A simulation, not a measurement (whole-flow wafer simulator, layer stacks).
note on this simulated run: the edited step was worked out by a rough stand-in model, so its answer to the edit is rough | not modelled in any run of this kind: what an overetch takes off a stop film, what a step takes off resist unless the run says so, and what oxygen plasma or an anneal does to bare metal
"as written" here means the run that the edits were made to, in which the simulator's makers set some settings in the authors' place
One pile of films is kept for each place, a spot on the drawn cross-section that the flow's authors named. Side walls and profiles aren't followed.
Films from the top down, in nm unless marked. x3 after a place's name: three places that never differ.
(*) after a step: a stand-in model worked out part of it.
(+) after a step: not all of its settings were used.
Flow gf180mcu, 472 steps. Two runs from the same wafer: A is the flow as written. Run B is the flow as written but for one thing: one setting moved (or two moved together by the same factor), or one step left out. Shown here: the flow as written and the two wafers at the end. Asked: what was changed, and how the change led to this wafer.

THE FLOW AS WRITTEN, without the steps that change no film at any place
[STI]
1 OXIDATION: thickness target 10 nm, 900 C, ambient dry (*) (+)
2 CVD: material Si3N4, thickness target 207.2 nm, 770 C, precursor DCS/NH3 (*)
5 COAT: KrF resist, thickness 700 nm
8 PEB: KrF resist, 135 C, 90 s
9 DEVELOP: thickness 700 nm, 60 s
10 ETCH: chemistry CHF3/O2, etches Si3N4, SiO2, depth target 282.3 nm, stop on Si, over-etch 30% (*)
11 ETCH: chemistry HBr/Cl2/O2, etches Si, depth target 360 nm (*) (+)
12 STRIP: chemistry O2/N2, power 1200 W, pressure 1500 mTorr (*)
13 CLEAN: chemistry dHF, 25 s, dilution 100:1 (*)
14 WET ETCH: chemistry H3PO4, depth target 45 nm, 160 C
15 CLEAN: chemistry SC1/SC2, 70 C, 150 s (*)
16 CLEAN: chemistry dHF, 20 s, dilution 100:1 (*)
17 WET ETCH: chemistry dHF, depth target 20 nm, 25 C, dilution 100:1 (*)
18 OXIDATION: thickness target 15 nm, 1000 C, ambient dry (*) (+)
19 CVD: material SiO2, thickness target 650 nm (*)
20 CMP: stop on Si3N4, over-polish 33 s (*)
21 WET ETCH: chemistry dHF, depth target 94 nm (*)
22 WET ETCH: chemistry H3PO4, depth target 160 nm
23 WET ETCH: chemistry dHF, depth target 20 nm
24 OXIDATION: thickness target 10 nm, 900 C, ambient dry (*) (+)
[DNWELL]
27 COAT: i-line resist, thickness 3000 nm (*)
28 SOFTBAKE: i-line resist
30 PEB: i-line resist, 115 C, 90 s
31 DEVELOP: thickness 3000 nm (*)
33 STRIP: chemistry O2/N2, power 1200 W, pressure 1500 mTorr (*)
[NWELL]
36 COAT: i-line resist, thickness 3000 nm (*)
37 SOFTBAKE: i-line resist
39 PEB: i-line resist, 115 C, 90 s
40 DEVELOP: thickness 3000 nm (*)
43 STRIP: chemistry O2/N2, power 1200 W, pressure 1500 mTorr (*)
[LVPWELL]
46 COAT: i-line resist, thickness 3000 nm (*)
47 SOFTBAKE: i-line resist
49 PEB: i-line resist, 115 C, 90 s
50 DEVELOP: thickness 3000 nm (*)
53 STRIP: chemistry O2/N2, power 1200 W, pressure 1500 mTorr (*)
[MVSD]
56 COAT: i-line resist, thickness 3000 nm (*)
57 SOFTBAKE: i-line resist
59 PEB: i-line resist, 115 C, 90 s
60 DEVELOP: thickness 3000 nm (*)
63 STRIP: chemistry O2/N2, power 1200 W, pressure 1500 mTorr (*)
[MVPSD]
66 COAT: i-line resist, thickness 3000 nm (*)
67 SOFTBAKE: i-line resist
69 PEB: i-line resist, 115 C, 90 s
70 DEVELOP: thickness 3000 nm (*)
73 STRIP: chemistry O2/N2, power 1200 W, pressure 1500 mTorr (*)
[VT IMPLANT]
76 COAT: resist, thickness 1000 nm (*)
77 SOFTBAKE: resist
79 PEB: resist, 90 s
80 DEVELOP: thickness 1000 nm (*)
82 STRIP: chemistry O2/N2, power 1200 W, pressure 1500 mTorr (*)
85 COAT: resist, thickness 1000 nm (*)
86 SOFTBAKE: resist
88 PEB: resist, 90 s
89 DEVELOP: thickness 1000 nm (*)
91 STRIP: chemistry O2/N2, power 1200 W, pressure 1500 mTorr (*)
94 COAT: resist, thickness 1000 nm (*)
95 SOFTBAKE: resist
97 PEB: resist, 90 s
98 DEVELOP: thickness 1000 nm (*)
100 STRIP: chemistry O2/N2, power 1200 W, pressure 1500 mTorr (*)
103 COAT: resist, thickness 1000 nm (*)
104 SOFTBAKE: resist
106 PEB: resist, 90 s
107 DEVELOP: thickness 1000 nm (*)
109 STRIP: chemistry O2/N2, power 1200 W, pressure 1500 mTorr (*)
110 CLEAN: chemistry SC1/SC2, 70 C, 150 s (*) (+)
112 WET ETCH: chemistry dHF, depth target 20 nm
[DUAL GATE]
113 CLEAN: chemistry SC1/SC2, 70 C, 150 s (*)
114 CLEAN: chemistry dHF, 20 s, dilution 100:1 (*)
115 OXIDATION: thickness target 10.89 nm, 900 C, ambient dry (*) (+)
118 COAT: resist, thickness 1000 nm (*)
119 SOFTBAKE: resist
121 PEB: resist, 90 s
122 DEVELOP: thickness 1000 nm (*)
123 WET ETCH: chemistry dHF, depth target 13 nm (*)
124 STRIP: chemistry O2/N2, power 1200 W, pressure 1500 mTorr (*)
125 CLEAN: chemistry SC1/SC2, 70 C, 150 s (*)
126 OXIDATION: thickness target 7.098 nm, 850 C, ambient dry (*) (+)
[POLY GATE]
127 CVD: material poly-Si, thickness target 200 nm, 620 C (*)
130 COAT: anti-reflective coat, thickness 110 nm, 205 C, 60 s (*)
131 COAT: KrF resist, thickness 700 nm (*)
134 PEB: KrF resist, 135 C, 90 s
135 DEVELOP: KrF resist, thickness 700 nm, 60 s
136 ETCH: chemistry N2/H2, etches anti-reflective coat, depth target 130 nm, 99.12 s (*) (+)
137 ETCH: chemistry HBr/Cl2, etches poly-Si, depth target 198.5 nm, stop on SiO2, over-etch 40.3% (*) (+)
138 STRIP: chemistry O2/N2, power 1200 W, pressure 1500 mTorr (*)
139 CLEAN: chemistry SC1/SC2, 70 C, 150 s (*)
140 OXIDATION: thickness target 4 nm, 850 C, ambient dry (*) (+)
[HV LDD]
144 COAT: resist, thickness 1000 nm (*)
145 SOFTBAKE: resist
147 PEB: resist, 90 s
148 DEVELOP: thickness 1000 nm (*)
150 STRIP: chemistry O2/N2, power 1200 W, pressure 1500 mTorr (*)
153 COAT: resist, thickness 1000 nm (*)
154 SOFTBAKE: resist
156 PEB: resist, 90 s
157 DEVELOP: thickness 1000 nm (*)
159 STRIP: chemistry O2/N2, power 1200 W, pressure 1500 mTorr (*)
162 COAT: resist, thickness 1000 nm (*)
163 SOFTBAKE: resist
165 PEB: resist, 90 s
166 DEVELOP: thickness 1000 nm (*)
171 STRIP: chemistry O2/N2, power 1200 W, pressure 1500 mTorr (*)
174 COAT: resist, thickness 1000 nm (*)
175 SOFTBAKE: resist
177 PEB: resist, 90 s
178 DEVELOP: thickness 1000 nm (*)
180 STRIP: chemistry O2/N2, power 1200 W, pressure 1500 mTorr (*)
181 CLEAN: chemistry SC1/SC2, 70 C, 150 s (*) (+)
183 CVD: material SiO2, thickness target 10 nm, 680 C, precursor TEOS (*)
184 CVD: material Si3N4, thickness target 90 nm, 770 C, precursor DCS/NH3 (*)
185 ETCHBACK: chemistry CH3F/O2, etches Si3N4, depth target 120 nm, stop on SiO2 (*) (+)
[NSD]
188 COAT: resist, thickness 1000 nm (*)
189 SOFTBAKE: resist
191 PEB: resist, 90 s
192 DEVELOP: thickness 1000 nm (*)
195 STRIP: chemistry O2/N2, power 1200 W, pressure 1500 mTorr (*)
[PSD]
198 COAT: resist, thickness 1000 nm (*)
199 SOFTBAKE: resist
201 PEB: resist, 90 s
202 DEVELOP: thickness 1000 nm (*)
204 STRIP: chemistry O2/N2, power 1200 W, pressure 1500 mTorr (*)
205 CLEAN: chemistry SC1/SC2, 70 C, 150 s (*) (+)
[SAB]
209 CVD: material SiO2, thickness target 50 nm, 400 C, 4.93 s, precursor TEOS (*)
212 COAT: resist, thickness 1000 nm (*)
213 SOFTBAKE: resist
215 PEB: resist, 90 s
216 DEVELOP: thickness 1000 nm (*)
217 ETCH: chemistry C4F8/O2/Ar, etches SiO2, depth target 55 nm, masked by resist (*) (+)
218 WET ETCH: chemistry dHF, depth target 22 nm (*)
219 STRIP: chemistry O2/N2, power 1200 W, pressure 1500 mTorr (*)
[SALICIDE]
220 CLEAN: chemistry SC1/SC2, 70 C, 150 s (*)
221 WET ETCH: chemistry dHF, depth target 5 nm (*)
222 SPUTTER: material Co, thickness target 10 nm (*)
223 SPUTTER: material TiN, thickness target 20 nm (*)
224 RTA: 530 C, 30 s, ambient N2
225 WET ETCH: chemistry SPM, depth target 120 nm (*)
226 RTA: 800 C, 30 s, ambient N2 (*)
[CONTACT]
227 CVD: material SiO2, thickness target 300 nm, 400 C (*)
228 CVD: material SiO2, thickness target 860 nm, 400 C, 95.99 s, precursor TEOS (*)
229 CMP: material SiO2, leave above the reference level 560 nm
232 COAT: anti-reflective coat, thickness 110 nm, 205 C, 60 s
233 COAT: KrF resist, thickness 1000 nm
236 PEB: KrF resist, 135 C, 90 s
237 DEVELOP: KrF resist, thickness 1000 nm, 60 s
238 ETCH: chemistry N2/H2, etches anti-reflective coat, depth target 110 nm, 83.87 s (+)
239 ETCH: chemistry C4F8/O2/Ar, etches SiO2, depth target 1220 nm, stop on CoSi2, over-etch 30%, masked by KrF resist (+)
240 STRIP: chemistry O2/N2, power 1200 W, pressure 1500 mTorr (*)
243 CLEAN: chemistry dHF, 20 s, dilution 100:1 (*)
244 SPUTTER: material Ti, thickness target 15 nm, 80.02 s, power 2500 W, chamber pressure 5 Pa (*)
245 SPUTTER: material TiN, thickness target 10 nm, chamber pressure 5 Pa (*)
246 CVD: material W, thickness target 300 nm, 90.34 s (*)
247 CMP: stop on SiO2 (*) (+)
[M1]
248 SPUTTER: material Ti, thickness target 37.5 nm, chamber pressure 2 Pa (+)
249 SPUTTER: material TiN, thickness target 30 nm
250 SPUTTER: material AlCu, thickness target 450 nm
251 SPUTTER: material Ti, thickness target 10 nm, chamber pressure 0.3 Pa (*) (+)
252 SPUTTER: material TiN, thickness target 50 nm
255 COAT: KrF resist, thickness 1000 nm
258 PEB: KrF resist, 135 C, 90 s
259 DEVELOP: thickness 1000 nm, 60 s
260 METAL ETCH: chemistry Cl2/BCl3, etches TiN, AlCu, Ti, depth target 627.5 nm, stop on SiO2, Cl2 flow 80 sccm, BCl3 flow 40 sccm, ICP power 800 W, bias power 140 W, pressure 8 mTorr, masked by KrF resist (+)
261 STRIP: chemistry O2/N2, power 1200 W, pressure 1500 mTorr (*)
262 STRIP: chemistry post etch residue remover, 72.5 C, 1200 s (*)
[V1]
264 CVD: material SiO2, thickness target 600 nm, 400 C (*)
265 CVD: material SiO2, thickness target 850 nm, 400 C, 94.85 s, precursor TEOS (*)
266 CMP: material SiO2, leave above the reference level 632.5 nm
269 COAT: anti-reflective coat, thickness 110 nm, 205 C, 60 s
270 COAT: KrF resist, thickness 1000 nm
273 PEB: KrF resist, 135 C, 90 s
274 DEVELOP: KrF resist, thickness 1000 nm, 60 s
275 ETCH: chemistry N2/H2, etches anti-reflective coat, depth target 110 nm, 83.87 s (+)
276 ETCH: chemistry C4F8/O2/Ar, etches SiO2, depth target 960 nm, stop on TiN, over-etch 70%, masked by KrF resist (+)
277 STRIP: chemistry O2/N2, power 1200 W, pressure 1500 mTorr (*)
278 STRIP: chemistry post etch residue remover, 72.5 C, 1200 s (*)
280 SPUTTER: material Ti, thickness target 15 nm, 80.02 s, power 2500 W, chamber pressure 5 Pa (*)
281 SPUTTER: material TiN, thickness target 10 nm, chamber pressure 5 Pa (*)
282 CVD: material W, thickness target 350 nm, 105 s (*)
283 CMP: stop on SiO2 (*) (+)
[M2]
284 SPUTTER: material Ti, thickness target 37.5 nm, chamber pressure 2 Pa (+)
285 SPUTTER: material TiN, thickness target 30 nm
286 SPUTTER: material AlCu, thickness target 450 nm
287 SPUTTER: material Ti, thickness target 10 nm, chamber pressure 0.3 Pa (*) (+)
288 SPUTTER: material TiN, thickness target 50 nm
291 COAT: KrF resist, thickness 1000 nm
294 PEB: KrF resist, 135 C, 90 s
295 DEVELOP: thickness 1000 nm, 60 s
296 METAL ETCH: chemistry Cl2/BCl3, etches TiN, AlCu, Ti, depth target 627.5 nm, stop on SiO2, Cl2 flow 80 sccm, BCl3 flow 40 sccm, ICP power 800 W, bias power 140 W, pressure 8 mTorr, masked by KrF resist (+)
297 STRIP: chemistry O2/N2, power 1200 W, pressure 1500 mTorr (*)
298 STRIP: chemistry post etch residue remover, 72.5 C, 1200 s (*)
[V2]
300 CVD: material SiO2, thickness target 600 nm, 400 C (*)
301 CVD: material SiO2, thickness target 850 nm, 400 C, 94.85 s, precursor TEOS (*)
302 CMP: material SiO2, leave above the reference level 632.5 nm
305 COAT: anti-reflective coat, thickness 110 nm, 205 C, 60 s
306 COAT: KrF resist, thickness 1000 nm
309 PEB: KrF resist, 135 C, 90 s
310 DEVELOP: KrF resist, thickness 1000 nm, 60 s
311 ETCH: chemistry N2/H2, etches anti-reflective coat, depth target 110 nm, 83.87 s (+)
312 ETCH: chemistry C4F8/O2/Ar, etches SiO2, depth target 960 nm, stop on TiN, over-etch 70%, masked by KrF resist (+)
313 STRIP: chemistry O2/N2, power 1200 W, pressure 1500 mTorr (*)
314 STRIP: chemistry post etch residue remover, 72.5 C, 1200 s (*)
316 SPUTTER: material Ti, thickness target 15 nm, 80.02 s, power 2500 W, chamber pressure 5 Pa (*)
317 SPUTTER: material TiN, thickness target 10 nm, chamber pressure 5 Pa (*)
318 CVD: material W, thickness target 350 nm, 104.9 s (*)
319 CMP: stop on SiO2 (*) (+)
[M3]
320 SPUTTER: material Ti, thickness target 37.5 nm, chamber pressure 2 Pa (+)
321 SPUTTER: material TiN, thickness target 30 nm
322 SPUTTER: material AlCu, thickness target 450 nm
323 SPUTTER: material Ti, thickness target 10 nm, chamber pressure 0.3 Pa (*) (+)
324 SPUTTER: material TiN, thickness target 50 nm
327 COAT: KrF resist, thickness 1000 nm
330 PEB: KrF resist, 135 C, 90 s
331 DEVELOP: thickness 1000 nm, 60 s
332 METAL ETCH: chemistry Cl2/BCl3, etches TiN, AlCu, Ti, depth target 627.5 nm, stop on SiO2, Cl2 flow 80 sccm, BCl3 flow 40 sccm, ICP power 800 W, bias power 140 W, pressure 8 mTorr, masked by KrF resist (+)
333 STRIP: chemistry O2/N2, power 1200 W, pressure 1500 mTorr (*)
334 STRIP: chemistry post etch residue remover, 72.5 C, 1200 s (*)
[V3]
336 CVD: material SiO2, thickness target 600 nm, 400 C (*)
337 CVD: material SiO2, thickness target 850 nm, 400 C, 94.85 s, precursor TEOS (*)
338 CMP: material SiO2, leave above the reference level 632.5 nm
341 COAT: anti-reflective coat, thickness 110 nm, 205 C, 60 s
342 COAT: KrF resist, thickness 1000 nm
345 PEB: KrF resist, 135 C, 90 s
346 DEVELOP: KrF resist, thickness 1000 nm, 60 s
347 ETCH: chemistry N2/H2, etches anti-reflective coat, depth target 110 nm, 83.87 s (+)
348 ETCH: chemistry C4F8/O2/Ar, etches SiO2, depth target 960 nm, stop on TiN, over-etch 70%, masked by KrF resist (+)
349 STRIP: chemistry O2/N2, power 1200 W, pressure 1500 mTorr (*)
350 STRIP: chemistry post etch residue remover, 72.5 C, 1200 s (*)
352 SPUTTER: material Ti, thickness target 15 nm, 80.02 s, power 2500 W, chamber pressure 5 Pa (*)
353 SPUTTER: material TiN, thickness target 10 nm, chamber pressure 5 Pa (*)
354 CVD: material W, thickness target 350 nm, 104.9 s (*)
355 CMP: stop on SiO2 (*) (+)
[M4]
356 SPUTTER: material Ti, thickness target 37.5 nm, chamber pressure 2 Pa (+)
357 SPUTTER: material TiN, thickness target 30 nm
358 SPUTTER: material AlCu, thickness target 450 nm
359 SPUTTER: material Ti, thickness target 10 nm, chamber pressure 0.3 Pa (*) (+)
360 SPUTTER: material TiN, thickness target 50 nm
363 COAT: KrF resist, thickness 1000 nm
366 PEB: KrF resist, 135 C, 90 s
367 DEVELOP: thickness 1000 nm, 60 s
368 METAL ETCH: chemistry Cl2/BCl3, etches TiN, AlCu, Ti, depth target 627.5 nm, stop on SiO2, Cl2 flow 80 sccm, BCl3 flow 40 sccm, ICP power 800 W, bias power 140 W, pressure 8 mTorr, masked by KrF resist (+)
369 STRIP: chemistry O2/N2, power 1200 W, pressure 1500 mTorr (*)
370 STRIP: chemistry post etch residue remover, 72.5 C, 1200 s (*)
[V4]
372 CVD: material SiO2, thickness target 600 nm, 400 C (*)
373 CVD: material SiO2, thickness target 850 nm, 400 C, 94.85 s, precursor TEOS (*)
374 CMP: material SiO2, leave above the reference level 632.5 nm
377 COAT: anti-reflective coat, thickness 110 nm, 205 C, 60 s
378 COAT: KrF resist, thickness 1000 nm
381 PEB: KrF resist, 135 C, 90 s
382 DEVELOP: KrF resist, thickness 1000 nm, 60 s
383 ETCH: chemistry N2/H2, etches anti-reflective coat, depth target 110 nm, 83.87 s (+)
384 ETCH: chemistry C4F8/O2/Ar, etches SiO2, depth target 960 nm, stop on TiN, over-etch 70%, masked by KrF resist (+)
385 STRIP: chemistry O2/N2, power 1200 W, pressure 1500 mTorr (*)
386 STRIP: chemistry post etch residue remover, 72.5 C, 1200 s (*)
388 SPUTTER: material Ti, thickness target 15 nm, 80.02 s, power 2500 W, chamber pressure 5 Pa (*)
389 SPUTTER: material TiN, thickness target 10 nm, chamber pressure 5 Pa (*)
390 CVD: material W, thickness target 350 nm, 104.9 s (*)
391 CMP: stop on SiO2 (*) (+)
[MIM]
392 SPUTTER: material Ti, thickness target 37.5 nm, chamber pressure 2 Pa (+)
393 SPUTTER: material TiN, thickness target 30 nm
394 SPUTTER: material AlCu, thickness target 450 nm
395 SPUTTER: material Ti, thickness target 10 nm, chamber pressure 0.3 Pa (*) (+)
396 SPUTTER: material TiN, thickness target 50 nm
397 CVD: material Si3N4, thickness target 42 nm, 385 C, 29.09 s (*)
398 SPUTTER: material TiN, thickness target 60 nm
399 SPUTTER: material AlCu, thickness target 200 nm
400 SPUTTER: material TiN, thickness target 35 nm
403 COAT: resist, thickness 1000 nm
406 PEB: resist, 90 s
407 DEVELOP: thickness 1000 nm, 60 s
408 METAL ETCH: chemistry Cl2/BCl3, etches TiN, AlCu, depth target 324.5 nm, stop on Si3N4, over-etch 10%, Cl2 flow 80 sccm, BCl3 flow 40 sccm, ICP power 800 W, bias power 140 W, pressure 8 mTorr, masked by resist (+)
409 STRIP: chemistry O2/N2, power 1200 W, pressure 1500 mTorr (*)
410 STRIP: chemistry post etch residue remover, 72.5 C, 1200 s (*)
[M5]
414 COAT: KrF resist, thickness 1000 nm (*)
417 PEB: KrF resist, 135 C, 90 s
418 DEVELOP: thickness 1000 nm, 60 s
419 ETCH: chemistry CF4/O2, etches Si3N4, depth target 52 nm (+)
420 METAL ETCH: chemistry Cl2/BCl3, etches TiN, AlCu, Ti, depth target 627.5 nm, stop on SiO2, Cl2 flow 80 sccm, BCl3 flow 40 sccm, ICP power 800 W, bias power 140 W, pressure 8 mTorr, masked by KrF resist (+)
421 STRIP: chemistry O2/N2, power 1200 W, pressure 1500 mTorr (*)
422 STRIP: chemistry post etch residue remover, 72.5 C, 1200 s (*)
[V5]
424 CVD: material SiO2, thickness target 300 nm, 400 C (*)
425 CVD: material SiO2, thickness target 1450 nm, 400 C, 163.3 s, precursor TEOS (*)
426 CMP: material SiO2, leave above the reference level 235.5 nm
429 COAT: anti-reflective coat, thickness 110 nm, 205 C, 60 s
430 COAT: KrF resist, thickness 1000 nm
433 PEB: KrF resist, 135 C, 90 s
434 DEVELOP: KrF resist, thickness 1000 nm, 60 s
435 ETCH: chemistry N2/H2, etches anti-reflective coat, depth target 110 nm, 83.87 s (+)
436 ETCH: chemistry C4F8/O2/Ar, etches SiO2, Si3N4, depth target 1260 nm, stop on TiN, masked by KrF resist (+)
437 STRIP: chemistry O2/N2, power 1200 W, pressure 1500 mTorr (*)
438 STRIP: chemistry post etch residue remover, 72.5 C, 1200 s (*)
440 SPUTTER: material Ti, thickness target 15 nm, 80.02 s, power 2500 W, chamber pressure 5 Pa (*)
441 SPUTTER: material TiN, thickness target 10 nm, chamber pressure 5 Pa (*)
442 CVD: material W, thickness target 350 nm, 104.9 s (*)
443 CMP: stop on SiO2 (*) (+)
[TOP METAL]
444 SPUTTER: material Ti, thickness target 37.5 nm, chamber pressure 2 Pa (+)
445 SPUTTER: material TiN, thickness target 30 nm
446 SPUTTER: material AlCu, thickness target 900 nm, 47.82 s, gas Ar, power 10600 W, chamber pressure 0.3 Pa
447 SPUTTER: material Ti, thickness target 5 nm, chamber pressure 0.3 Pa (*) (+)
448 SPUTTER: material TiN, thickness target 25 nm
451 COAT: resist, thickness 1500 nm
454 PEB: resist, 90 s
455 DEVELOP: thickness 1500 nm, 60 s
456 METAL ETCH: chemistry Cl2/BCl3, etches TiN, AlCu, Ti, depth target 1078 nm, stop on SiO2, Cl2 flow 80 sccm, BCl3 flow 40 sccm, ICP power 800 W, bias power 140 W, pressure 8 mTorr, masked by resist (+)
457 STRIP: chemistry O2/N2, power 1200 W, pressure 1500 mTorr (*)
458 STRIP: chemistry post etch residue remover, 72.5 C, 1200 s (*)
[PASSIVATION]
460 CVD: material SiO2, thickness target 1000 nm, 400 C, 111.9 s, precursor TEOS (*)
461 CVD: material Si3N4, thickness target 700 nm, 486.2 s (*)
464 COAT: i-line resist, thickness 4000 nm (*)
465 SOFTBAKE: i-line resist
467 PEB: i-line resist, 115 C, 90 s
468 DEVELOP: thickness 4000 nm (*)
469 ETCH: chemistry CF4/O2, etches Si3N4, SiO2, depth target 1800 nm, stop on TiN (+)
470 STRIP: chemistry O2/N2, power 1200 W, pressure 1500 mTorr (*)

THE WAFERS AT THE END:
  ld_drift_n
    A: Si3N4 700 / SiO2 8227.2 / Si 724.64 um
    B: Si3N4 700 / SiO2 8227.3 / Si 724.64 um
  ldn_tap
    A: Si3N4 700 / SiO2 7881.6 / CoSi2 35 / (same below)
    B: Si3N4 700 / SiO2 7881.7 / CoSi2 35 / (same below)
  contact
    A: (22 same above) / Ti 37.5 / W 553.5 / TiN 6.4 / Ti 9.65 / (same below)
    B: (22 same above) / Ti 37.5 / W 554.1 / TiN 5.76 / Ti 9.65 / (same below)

The cause: step 353, SPUTTER: thickness target 9 nm was run, where the flow has thickness target 10 nm.

How the change led to this, step by step:
  353 SPUTTER: material TiN, thickness target 10 nm, chamber pressure 5 Pa (*)
      field, field__w1, field__w2 and 107 more: A TiN +10 (new film) | B TiN +9 (new film)
      contact: A TiN +6.4 (new film) | B TiN +5.76 (new film)
  355 CMP: stop on SiO2 (*) (+)
      field, field__w1, field__w2 and 107 more: A W -350 (all of it), TiN -10 (all of it), Ti -15 (all of it), SiO2 -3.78 | B W -350 (all of it), TiN -9 (all of it), Ti -15 (all of it), SiO2 -3.77
